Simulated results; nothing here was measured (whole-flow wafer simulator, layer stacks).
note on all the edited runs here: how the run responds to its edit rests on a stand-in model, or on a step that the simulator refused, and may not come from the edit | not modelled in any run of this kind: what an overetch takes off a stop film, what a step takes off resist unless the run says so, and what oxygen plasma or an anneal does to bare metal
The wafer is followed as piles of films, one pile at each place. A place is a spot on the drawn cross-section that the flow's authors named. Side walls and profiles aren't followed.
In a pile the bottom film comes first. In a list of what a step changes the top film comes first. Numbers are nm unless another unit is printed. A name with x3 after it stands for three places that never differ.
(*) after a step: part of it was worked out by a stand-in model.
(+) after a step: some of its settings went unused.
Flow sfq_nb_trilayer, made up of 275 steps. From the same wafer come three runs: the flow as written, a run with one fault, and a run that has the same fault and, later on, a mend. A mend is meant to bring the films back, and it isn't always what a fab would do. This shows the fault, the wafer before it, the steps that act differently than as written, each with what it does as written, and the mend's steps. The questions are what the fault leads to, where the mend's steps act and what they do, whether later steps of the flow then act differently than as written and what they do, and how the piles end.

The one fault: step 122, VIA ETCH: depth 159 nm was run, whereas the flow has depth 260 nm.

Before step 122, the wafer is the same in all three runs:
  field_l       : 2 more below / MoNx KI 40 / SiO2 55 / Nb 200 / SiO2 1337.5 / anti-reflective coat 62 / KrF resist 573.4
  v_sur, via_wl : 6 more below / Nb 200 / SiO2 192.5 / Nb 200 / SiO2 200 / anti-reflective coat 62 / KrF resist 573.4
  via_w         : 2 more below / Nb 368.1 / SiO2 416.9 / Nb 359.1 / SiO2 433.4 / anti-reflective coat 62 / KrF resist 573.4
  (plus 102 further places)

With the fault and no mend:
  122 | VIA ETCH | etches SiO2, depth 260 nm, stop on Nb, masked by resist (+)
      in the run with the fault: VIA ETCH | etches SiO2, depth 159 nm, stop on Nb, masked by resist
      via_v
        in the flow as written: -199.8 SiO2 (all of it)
        in the run with the fault: -159 SiO2
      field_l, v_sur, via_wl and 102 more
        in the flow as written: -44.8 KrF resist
        in the run with the fault: -27.4 KrF resist
  Later steps of the flow acting differently than as written (not shown: 3 more steps that differ only slightly, by at most 2% or 0.5 nm, whichever is larger):
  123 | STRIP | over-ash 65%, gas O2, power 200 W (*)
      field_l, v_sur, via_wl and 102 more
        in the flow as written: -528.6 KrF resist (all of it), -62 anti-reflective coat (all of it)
        in the run with the fault: -546 KrF resist (all of it), -62 anti-reflective coat (all of it)
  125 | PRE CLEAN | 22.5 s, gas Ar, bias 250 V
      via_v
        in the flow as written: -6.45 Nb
        in the run with the fault: -7.5 SiO2
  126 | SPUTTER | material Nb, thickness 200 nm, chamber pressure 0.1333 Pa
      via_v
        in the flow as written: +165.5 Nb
        in the run with the fault: +174.2 Nb (new film)
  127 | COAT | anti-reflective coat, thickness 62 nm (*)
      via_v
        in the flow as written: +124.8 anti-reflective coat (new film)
        in the run with the fault: +114.4 anti-reflective coat (new film)
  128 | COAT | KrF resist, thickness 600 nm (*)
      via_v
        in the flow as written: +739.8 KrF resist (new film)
        in the run with the fault: +707.9 KrF resist (new film)
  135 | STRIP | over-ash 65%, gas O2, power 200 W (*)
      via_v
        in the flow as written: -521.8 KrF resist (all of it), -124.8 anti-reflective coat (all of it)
        in the run with the fault: -490 KrF resist (all of it), -114.4 anti-reflective coat (all of it)
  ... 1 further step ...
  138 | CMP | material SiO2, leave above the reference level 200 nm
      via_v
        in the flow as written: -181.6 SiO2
        in the run with the fault: -157.1 SiO2
  The piles end different from the flow's at via_v by more than 2% or 0.5 nm, whichever is larger.
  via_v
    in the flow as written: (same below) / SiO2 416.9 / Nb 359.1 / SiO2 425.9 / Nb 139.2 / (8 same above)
    in the run with the fault: (same below) / SiO2 416.9 / Nb 200 / SiO2 33.3 / Nb 174.2 / SiO2 377.4 / Nb 139.2 / (8 same above)

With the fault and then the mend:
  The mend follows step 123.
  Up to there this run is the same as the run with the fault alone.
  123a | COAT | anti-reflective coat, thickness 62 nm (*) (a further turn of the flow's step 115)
      p4_fl x3, p4_w1 x9, p4_g1 x2 and 63 more
        +62 anti-reflective coat (new film)
      res, r_end, moat and 8 more
        +61.8 anti-reflective coat (new film)
      ce_r, sp_r, be_r, r_sur
        +61.7 anti-reflective coat (new film)
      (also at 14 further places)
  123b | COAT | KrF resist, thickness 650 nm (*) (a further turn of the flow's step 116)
      p4_fl x3, p4_w1 x9, p4_g1 x2 and 63 more
        +650 KrF resist (new film)
      moat, field_r, lsp_l, ln_m5, lsp_m, l0v
        +649.6 KrF resist (new film)
      ln_m6, lsp_r, l0_sur
        +649.7 KrF resist (new film)
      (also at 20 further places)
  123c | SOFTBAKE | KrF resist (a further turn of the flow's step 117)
      does not change any film at any place that is followed
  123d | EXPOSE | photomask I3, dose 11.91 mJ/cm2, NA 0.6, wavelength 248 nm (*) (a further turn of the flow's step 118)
      does not change any film at any place that is followed
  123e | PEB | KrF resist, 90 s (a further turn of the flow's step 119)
      c5j, ce_r, sp_r and 90 more
        -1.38 KrF resist
      field_l, v_sur, via_wl and 7 more
        -1.37 KrF resist
      via_wr, be
        -1.36 KrF resist
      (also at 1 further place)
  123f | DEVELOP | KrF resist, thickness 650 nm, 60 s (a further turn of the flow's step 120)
      field_l, v_sur, via_wl and 102 more
        -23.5 KrF resist
      via_v
        -742 KrF resist (all of it)
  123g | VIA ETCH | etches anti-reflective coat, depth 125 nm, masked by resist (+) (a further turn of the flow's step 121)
      field_l, v_sur, via_wl and 102 more
        -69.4 KrF resist
      via_v
        -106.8 anti-reflective coat (all of it)
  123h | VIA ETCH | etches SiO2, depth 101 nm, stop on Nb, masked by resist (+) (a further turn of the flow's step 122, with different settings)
      field_l, v_sur, via_wl and 102 more
        -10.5 KrF resist
      via_v
        -40.8 SiO2 (all of it)
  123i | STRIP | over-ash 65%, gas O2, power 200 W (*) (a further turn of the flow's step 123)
      p4_fl x3, p4_w1 x9, p4_g1 x2 and 63 more
        -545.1 KrF resist (all of it), -62 anti-reflective coat (all of it)
      r_end, moat, field_r, lsp_l, ln_m5, l0v
        -544.7 KrF resist (all of it), -61.8 anti-reflective coat (all of it)
      lsp_m, ln_m6, lsp_r, l0_sur
        -544.8 KrF resist (all of it), -61.8 anti-reflective coat (all of it)
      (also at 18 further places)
  Later steps of the flow that are run all act as written at every place that is followed.
  At every place that both follow, the piles at the end match the flow's.
